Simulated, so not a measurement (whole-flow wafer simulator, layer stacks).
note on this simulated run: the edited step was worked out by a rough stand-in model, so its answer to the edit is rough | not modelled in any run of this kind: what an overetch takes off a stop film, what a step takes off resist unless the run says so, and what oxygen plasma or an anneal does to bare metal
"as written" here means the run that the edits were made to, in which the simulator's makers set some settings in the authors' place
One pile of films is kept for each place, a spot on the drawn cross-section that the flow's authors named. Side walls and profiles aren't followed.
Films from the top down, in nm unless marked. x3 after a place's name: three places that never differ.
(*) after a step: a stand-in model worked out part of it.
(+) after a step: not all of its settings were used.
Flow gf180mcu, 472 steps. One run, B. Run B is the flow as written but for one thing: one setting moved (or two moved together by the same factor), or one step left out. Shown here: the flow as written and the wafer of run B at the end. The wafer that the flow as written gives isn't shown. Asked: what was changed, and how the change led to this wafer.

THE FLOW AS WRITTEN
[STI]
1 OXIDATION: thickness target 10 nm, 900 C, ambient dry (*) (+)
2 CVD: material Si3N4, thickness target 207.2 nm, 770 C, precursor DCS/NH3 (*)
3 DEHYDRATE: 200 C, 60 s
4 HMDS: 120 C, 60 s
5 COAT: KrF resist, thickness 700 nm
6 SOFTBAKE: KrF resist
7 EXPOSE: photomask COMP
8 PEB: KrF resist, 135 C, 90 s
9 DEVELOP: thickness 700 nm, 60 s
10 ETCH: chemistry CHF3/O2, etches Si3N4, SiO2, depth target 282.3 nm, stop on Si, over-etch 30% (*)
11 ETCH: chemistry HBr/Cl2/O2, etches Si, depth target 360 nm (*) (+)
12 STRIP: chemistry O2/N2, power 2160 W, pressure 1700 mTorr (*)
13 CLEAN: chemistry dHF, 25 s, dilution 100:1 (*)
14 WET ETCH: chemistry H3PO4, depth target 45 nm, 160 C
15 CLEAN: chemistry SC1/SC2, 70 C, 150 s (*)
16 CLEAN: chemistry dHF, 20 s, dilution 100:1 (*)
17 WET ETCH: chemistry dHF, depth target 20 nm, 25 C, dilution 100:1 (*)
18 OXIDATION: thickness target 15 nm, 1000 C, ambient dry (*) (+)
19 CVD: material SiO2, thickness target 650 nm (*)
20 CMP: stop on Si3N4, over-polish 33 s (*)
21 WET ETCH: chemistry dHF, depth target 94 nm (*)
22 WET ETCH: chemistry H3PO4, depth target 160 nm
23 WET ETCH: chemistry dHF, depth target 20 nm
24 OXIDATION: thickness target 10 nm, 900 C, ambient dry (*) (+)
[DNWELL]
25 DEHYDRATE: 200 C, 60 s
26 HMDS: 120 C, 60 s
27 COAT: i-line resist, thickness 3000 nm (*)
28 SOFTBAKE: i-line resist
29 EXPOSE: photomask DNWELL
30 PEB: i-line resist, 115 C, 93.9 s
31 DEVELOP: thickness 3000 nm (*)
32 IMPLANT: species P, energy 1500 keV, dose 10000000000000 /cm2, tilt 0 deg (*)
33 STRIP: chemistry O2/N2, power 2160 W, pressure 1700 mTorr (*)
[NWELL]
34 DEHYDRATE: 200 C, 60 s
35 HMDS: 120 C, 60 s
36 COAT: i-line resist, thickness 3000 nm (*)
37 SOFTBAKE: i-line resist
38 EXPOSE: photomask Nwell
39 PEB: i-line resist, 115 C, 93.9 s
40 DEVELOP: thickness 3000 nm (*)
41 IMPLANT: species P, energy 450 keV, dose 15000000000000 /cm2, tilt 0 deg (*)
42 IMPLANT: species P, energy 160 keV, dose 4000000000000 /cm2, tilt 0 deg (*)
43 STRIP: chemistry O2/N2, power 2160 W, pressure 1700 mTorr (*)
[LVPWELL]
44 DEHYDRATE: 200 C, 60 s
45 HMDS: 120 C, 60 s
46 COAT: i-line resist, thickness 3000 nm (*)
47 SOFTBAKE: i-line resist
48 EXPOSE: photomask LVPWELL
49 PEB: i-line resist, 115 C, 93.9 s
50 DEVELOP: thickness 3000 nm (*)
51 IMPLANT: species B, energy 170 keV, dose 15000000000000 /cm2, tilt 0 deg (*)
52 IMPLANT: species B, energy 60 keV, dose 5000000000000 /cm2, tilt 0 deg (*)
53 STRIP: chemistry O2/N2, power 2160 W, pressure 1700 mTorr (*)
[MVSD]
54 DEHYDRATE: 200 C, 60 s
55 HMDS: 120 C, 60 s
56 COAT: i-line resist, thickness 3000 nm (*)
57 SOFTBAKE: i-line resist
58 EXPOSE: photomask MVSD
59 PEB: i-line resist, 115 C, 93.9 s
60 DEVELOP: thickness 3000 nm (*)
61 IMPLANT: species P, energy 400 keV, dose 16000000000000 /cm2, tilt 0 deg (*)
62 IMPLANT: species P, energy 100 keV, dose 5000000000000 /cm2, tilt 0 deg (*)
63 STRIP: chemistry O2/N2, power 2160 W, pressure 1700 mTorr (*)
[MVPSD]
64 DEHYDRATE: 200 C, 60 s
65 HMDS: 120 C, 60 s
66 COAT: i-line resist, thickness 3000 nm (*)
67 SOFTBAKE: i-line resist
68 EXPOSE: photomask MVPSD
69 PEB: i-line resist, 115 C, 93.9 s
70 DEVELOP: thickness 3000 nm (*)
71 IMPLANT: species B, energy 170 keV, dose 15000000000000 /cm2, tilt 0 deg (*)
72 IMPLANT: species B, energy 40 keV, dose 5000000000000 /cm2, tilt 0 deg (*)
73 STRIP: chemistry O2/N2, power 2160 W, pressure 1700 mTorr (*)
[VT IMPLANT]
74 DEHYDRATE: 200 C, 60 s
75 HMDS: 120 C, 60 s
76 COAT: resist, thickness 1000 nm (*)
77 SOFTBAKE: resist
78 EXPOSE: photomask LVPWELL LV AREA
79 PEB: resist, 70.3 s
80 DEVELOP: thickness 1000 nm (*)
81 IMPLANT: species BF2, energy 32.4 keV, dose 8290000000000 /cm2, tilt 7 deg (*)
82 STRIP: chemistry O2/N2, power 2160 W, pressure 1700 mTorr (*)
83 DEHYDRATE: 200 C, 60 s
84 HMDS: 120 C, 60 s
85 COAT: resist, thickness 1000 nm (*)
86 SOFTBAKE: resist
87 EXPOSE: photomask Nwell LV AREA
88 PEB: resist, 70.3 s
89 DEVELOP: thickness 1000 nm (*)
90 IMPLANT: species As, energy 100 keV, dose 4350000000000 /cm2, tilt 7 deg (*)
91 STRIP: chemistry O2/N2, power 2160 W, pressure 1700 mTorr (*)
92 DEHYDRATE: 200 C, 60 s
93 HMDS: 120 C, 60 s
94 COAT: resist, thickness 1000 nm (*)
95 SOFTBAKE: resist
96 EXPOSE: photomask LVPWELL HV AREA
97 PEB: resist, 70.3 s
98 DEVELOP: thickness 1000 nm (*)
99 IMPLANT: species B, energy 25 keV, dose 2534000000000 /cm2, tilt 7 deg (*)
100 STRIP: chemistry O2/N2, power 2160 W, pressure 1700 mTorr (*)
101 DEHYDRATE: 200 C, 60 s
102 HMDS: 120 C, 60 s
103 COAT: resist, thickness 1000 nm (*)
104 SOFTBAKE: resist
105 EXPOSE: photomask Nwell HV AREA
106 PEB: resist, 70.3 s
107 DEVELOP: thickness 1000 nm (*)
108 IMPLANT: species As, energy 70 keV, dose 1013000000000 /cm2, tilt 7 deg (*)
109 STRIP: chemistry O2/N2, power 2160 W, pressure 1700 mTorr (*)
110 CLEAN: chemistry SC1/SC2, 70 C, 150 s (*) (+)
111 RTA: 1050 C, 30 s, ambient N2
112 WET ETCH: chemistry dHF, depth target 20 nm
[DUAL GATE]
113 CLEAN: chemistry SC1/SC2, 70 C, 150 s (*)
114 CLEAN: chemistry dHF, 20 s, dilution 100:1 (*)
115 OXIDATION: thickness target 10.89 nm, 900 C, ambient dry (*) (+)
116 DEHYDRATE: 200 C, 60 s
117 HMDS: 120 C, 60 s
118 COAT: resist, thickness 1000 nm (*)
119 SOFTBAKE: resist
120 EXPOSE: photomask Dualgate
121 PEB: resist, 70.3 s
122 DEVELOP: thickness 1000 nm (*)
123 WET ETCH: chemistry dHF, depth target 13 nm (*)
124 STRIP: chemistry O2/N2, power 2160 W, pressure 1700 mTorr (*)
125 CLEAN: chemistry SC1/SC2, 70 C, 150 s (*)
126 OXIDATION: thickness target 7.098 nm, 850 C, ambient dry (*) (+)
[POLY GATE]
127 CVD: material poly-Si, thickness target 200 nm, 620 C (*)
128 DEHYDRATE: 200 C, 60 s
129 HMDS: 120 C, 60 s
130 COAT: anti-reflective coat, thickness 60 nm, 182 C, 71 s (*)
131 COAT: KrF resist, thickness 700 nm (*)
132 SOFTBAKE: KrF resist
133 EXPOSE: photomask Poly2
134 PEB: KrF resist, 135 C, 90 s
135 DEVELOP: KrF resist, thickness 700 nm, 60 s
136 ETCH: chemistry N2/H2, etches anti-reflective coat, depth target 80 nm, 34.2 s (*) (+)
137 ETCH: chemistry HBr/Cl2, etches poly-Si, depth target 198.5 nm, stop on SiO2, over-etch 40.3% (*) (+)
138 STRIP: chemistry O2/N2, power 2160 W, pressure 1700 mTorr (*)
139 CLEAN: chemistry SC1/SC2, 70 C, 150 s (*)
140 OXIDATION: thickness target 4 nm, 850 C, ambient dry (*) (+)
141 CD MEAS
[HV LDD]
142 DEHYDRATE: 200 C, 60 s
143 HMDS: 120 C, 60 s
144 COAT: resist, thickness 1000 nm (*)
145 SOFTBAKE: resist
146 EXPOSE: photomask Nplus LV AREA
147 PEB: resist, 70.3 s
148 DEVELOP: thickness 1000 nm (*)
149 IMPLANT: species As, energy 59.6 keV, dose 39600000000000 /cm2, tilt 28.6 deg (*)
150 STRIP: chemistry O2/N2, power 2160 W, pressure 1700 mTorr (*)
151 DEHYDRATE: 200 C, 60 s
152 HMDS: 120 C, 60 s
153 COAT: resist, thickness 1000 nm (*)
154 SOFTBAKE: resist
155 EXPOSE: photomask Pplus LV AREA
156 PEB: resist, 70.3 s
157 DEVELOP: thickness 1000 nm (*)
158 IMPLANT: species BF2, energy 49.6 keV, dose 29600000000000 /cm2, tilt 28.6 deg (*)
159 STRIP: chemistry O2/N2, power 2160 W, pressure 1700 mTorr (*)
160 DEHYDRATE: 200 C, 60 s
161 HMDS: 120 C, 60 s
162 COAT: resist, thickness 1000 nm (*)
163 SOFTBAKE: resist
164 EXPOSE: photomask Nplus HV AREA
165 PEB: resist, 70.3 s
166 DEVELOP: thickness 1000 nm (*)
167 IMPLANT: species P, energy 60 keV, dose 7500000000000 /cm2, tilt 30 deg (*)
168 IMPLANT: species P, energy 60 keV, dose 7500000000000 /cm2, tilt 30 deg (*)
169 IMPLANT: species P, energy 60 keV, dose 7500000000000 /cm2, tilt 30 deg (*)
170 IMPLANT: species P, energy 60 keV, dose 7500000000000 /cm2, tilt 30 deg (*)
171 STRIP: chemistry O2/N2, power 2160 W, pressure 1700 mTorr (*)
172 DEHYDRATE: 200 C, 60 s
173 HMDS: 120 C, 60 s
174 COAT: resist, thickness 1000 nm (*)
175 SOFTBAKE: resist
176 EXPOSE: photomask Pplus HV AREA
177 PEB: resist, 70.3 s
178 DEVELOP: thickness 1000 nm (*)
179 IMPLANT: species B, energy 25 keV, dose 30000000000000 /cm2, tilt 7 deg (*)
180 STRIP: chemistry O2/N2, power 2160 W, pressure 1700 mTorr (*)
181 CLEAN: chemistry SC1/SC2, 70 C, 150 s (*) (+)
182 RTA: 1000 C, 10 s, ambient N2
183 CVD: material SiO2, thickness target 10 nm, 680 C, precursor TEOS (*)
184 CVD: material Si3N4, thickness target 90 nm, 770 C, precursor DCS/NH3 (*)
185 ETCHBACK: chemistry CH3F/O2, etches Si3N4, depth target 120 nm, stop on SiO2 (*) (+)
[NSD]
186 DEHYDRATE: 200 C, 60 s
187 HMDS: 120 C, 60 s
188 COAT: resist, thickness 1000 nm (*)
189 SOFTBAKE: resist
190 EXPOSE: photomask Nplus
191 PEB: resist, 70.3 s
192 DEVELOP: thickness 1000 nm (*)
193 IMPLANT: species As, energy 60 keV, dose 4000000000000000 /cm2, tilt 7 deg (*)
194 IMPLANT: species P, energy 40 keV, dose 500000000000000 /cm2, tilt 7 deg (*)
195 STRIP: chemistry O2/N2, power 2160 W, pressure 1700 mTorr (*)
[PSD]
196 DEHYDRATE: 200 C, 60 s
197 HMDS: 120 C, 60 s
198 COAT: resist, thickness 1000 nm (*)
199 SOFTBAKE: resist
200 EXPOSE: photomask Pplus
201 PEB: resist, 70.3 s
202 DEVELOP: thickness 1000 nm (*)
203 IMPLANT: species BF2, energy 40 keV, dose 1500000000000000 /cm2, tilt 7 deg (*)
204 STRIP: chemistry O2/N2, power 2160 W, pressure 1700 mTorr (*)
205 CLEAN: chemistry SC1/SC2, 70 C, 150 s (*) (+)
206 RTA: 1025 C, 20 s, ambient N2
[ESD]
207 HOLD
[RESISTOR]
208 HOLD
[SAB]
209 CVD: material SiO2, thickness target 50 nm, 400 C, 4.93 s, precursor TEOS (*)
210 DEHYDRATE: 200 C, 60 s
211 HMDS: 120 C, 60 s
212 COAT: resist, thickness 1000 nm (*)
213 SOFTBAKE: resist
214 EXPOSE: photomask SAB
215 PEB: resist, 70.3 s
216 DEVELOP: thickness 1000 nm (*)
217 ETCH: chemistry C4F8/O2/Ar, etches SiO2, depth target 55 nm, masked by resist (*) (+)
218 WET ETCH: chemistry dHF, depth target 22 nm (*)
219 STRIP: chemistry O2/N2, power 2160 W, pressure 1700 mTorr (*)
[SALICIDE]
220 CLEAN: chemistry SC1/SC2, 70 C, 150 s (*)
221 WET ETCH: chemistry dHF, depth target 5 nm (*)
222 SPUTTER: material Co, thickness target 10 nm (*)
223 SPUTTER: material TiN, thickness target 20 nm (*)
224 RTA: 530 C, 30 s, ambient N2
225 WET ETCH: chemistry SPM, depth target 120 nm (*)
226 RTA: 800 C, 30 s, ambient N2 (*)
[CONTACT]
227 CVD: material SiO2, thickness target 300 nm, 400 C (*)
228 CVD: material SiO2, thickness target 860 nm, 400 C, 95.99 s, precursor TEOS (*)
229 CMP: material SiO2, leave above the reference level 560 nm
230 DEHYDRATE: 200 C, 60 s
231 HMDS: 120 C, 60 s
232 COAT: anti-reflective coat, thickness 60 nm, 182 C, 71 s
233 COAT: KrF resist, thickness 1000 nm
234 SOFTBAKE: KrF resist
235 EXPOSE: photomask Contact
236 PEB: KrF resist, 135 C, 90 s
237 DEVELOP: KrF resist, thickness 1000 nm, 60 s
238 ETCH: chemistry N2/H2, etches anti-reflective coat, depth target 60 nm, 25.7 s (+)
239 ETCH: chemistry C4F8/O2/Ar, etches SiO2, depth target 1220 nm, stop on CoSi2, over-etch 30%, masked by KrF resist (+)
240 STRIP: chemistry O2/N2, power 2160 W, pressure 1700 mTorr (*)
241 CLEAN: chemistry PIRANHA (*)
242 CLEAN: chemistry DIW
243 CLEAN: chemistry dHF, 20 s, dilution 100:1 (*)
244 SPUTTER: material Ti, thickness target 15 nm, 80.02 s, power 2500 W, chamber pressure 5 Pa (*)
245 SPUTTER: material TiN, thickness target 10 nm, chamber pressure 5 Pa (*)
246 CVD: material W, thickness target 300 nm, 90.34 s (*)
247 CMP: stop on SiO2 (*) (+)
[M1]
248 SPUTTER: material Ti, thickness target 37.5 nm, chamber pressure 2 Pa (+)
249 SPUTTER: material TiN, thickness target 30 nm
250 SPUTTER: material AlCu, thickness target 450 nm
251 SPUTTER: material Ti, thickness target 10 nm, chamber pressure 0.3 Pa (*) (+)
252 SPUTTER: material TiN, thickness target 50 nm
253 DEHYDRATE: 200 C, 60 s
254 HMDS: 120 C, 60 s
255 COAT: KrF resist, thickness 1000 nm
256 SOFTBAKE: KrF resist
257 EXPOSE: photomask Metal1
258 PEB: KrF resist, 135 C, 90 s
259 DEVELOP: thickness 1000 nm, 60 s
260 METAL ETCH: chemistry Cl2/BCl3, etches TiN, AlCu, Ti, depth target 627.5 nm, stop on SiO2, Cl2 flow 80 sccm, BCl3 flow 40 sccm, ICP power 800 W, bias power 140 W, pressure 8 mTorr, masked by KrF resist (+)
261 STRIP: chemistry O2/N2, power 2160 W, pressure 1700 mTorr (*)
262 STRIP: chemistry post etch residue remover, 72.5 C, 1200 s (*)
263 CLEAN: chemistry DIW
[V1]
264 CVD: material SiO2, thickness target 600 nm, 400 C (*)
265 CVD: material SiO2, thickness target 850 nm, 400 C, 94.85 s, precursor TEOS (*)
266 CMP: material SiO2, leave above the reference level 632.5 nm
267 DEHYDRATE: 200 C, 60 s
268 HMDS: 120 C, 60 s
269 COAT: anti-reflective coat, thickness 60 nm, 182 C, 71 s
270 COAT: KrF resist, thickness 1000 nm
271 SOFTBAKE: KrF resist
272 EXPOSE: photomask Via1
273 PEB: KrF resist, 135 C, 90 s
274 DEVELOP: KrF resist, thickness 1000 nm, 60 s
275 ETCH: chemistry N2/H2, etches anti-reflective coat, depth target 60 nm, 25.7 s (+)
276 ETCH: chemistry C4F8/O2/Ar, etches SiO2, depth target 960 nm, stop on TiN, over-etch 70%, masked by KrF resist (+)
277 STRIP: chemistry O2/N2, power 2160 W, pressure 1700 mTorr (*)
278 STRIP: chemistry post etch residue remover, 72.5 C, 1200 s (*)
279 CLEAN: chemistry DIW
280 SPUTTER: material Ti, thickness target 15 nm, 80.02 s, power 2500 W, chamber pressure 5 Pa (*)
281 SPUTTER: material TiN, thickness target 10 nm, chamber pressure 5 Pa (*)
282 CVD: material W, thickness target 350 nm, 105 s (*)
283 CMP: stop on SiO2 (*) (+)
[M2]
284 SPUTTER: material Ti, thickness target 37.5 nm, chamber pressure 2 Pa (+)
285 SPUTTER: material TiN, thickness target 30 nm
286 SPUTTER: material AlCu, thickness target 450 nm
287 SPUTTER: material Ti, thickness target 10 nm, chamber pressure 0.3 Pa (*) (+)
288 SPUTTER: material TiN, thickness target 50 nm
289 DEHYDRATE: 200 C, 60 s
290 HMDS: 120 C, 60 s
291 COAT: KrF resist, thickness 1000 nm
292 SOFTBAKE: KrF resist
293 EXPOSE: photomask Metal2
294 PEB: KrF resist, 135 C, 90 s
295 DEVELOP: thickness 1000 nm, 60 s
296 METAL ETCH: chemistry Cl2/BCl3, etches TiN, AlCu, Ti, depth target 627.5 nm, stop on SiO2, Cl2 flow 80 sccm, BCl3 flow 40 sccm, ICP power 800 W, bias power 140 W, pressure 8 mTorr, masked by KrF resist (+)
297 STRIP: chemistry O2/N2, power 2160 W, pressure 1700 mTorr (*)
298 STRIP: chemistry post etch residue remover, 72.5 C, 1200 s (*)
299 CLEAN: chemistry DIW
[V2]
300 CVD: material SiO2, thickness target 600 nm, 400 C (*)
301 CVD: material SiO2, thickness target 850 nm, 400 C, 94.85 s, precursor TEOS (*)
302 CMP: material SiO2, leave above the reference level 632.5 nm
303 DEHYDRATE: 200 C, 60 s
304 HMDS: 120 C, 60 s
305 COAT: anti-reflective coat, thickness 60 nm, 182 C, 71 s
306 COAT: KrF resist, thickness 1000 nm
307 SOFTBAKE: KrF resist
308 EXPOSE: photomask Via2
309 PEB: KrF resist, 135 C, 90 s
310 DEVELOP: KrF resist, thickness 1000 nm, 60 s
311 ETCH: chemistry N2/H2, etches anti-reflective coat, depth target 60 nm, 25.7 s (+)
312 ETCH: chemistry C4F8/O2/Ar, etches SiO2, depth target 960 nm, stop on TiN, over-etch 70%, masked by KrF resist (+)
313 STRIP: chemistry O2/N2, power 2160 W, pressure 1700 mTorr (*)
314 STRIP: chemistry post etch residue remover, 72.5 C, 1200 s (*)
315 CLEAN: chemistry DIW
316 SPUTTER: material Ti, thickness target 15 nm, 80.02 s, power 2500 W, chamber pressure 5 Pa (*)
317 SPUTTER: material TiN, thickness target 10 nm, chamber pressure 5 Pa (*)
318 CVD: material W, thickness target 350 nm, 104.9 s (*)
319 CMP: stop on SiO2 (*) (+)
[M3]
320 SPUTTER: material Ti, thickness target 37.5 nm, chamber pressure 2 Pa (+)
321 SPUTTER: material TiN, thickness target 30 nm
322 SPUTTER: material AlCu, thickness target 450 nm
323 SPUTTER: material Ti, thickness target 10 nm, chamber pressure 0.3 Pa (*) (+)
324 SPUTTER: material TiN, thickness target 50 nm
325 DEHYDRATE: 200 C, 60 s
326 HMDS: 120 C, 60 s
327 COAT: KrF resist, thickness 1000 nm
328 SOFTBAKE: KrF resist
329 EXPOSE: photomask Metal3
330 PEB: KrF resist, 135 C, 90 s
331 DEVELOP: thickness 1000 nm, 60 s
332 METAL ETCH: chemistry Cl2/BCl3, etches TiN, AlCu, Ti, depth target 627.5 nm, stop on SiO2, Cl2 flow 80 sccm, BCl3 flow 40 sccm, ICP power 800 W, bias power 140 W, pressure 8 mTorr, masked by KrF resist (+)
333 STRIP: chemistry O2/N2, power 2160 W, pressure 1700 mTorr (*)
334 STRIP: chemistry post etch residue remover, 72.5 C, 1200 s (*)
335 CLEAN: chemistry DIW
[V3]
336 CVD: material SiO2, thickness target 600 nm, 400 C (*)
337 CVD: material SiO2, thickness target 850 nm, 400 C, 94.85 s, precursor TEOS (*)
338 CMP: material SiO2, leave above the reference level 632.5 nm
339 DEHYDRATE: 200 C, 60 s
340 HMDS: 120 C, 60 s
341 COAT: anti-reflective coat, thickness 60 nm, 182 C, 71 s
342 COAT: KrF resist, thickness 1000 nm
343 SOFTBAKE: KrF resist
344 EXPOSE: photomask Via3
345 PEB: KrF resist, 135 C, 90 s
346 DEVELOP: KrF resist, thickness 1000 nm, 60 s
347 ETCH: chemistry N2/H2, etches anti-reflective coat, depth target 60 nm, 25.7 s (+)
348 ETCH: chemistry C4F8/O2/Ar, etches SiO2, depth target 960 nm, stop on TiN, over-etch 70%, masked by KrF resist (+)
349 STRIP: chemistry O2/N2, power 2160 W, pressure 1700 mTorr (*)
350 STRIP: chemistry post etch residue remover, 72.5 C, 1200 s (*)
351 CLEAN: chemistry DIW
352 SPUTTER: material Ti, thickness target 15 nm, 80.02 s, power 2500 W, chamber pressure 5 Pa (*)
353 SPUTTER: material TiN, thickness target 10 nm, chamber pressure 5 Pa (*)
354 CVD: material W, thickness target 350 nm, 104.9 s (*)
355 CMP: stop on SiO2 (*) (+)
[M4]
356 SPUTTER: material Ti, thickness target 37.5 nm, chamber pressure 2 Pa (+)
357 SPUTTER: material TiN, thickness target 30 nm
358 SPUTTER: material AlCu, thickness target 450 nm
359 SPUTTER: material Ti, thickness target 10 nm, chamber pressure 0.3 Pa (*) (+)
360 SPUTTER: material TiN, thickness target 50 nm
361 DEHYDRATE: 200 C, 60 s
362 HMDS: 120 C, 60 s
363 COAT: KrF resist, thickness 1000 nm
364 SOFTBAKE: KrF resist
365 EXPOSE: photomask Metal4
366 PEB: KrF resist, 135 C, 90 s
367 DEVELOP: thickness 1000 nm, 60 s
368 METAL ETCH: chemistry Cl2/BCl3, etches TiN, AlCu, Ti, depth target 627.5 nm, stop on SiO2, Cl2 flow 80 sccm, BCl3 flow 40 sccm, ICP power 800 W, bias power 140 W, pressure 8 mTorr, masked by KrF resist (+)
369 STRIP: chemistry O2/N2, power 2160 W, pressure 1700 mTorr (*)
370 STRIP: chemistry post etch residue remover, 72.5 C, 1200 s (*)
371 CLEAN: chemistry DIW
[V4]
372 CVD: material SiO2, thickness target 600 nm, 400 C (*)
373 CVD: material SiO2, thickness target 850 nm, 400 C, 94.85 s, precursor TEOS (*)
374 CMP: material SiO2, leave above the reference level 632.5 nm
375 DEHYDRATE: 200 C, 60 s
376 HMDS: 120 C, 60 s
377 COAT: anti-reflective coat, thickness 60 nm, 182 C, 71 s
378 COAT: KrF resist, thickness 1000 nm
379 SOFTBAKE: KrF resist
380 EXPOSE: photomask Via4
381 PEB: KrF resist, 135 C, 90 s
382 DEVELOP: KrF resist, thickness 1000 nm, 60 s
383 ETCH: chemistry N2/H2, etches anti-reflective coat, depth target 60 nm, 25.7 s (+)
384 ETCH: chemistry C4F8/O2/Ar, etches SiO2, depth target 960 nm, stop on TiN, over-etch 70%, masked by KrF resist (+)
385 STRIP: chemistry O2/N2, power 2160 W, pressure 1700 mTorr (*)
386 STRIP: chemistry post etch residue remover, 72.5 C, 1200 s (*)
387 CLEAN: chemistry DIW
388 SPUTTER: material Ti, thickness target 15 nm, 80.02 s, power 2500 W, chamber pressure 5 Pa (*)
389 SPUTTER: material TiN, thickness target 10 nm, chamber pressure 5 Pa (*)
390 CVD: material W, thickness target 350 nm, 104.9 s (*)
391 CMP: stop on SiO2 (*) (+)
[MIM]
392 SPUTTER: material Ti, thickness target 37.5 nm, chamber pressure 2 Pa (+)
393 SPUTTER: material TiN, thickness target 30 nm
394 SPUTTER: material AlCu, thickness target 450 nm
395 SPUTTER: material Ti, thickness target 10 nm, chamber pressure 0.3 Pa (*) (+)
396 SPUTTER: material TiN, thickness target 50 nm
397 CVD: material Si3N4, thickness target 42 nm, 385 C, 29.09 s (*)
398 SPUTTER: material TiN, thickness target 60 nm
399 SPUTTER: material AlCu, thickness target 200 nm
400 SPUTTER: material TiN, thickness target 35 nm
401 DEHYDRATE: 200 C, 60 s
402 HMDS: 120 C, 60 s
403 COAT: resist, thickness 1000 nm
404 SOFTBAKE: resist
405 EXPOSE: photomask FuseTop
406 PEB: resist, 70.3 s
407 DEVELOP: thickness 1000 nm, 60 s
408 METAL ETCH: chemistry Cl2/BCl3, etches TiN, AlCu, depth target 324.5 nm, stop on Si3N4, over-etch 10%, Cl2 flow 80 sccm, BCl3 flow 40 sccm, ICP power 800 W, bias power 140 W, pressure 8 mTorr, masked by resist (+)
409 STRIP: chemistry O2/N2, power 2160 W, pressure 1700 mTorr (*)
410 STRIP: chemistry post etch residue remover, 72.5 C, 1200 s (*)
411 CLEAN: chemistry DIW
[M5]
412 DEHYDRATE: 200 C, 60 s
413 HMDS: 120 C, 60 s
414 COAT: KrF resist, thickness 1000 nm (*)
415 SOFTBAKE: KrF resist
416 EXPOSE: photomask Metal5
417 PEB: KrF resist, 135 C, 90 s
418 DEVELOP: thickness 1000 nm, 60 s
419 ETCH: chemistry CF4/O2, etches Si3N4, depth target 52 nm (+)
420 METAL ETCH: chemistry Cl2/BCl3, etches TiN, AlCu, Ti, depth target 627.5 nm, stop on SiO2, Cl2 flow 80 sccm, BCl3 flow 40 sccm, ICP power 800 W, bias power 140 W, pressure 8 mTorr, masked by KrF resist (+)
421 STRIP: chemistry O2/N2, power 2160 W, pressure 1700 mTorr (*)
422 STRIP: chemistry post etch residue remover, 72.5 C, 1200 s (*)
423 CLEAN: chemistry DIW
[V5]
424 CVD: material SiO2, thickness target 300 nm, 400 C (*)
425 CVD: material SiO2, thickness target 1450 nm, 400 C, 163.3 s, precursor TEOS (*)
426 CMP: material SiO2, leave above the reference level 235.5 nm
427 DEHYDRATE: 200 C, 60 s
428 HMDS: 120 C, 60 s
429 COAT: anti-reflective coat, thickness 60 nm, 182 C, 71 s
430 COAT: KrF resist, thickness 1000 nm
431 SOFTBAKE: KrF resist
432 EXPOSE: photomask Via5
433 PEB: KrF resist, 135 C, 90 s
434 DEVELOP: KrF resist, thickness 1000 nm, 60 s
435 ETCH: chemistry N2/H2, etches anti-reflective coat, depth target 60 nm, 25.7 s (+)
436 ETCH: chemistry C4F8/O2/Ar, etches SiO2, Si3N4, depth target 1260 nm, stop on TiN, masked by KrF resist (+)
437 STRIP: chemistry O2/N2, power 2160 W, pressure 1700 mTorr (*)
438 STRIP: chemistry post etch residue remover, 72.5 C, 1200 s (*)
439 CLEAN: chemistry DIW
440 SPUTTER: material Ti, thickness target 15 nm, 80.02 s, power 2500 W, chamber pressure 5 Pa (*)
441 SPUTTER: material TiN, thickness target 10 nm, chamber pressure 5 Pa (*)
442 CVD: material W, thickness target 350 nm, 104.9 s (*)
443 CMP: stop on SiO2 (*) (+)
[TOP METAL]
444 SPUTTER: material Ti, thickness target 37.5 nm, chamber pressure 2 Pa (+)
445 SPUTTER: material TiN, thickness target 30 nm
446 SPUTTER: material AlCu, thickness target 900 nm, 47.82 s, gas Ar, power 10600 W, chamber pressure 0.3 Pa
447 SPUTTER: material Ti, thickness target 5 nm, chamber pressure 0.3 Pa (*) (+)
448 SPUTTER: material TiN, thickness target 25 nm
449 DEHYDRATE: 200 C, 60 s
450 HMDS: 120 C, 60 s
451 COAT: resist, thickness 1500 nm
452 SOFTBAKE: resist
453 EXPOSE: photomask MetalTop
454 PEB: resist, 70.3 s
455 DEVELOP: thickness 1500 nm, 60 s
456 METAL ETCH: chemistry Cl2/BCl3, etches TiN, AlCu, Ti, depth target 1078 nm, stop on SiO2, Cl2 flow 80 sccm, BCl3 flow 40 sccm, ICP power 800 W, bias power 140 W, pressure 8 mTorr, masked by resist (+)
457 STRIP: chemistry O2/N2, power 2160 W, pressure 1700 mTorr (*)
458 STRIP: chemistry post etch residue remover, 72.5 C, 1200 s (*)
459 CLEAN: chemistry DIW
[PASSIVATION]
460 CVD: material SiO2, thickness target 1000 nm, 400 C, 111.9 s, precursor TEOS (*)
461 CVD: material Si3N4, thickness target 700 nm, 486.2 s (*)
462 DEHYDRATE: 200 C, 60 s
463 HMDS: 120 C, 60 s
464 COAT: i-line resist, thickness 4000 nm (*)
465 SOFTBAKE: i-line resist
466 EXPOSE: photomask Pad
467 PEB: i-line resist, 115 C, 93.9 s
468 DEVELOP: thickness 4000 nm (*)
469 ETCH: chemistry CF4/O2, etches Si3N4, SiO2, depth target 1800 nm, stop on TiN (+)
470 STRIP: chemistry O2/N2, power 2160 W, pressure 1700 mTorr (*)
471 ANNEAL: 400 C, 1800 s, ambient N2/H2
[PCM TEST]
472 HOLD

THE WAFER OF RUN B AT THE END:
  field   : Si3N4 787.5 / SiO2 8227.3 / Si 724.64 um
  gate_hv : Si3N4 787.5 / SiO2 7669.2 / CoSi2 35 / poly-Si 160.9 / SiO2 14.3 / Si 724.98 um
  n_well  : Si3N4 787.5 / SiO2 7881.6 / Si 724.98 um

The cause: step 461, CVD: thickness target 788 nm was run, where the flow has thickness target 700 nm; step 461, CVD: 547 s was run, where the flow has 486.2 s.

How the change led to this, step by step:
  461 CVD: material Si3N4, thickness target 700 nm, 486.2 s (*)
      field, field__w1, field__w2 and 109 more: Si3N4 +787.5 (new film) (as written it would be: Si3N4 +700 (new film))
  469 ETCH: chemistry CF4/O2, etches Si3N4, SiO2, depth target 1800 nm, stop on TiN (+)
      pad: Si3N4 -787.5 (all of it), SiO2 -1000 (all of it) (as written it would be: Si3N4 -700 (all of it), SiO2 -1000 (all of it))
